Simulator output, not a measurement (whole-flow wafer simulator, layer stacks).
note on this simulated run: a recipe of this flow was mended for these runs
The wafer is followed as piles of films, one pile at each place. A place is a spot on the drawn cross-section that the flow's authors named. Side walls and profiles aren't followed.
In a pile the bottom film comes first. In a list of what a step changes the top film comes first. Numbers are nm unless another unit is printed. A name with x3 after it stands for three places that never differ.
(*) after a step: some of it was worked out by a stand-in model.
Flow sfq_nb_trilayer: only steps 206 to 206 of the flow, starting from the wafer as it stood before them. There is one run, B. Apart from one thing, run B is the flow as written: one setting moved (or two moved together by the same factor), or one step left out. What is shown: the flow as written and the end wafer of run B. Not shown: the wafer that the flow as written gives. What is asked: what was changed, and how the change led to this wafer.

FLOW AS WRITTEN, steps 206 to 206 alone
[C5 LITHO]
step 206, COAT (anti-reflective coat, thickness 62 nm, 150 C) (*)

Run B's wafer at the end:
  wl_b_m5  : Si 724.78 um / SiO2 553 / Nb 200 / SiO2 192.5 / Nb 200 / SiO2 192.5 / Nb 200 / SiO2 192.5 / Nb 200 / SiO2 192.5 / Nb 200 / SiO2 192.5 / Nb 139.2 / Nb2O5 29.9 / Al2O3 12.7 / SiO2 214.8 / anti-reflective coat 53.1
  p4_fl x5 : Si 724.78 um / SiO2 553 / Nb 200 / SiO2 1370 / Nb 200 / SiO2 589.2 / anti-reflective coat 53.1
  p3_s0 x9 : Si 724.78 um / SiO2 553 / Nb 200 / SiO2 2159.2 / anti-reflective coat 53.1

Cause: step 206, COAT: thickness 53.1 nm was run, while the flow as written has thickness 62 nm.
One can read it off the wafer: wl_b_m5 has anti-reflective coat 53.1, and step 206 as written asks for 62 nm.

How this came from the change, step by step:
  step 206, COAT (anti-reflective coat, thickness 62 nm, 150 C) (*)
      p4_fl x5, p4_w1 x9, p3_s0 x9 and 41 more: anti-reflective coat gains 53.1 (new film) (as written it would have been: anti-reflective coat gains 62 (new film))
      r5r_line_l, r5r_line_c, r5r_line_r: anti-reflective coat gains 27.1 (new film) (as written it would have been: anti-reflective coat gains 35.5 (new film))
      (also at 39 further places)
